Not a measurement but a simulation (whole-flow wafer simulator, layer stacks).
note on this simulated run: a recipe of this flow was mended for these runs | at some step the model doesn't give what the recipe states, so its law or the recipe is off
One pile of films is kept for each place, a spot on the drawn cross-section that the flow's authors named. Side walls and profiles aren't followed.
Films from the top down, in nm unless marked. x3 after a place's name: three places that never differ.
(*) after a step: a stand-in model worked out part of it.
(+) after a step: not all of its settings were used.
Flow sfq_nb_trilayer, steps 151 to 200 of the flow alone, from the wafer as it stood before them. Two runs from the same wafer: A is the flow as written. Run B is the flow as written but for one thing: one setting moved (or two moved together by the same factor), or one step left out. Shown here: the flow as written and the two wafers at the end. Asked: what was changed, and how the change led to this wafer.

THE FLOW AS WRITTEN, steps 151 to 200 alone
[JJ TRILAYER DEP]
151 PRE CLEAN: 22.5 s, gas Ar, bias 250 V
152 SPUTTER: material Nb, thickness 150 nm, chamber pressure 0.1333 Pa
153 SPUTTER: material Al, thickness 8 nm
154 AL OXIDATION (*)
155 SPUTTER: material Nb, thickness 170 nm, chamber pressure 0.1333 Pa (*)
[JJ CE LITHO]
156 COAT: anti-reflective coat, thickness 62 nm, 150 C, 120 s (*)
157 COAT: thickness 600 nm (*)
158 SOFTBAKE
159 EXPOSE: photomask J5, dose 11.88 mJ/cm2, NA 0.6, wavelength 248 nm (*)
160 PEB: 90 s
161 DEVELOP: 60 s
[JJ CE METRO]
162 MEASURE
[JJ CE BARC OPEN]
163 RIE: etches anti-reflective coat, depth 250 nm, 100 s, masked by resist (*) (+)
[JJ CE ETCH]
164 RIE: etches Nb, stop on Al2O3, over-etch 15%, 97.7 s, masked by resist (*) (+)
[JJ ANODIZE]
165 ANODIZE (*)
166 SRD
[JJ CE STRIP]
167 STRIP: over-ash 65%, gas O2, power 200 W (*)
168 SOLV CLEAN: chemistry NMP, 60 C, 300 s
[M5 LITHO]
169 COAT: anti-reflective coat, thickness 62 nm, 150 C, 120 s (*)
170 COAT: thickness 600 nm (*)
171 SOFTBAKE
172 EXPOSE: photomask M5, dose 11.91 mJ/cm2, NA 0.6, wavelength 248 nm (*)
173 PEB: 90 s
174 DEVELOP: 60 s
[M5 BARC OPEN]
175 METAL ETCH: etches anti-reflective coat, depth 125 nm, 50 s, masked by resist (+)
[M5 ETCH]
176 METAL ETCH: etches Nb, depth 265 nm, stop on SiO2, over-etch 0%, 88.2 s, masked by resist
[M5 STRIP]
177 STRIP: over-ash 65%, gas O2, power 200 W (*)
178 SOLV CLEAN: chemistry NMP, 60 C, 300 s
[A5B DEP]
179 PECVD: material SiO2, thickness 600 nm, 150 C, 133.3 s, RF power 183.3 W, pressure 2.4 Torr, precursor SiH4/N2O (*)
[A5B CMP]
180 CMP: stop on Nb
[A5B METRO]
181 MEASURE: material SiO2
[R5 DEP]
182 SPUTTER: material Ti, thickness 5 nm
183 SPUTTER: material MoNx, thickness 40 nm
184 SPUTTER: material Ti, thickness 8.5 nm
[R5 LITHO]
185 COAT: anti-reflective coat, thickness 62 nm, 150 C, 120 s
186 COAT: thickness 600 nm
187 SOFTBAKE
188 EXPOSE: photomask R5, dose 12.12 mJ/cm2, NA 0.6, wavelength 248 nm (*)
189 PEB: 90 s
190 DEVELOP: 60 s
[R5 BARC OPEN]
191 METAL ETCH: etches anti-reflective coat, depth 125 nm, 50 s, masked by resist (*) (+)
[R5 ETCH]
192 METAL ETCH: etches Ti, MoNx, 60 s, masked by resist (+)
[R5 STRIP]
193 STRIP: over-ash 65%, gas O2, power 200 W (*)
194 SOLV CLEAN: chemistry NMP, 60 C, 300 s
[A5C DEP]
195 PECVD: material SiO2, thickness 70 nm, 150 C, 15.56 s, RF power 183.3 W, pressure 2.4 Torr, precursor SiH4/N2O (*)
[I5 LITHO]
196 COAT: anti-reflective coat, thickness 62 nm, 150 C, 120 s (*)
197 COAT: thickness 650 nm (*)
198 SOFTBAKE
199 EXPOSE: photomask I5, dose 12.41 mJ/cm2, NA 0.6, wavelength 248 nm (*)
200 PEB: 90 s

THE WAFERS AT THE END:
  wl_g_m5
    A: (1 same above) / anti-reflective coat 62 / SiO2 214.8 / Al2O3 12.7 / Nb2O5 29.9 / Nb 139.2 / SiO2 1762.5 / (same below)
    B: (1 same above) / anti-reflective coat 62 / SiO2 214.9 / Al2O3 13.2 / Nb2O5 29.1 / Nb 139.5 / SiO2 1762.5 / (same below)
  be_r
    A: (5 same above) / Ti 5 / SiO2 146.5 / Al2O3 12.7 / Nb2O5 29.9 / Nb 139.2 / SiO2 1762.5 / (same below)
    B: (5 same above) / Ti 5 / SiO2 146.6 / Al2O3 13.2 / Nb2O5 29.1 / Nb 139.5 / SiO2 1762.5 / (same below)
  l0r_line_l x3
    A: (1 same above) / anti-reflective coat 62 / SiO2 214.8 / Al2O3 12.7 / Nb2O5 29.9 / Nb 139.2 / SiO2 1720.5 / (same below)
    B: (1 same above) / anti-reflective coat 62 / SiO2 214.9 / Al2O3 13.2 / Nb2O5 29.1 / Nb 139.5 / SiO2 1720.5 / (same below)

The cause: step 164, RIE: 85.98 s was run, where the flow has 97.7 s.

How the change led to this, step by step:
  164 RIE: etches Nb, stop on Al2O3, over-etch 15%, 97.7 s, masked by resist (*) (+)
      via_wl, via_wr: A Nb -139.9 (all of it), Al2O3 -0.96 (all of it) | B Nb -139.9 (all of it), Al2O3 -0.64
      via_w: A Nb -140.2 (all of it), Al2O3 -0.96 (all of it) | B Nb -140.2 (all of it), Al2O3 -0.64
      (and at 4 more places)
  165 ANODIZE (*)
      via_wl, via_wr: A Al2O3 +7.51 (new film), Nb2O5 +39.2 (new film), Al -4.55 (all of it), Nb -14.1 | B Al2O3 +7.51, Nb2O5 +38.7 (new film), Al -4.55 (all of it), Nb -13.9
      via_w: A Al2O3 +10.7 (new film), Nb2O5 +33.4 (new film), Al -6.51 (all of it), Nb -12 | B Al2O3 +10.7, Nb2O5 +32.9 (new film), Al -6.51 (all of it), Nb -11.8
      (and at 99 more places)
  167 STRIP: over-ash 65%, gas O2, power 200 W (*)
      ce_l: A KrF-resist-other-grade -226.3 (all of it), anti-reflective coat -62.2 (all of it) | B KrF-resist-other-grade -238.1 (all of it), anti-reflective coat -62.2 (all of it)
      c5j: A KrF-resist-other-grade -226.5 (all of it), anti-reflective coat -62.2 (all of it) | B KrF-resist-other-grade -238.2 (all of it), anti-reflective coat -62.2 (all of it)
      (and at 2 more places)
  176 METAL ETCH: etches Nb, depth 265 nm, stop on SiO2, over-etch 0%, 88.2 s, masked by resist
      field_l, res, r_end and 47 more: A Al2O3 -12.6 (all of it), Nb2O5 -29.9 (all of it), Nb -139.2 (all of it), SiO2 -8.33 | B Al2O3 -13 (all of it), Nb2O5 -29.1 (all of it), Nb -139.5 (all of it), SiO2 -8.33
      wl_a_sl, wl_a_m6: A Al2O3 -12.5 (all of it), Nb2O5 -29.9 (all of it), Nb -139.2 (all of it), SiO2 -8.33 | B Al2O3 -13 (all of it), Nb2O5 -29.1 (all of it), Nb -139.5 (all of it), SiO2 -8.33
      (and at 1 more place)
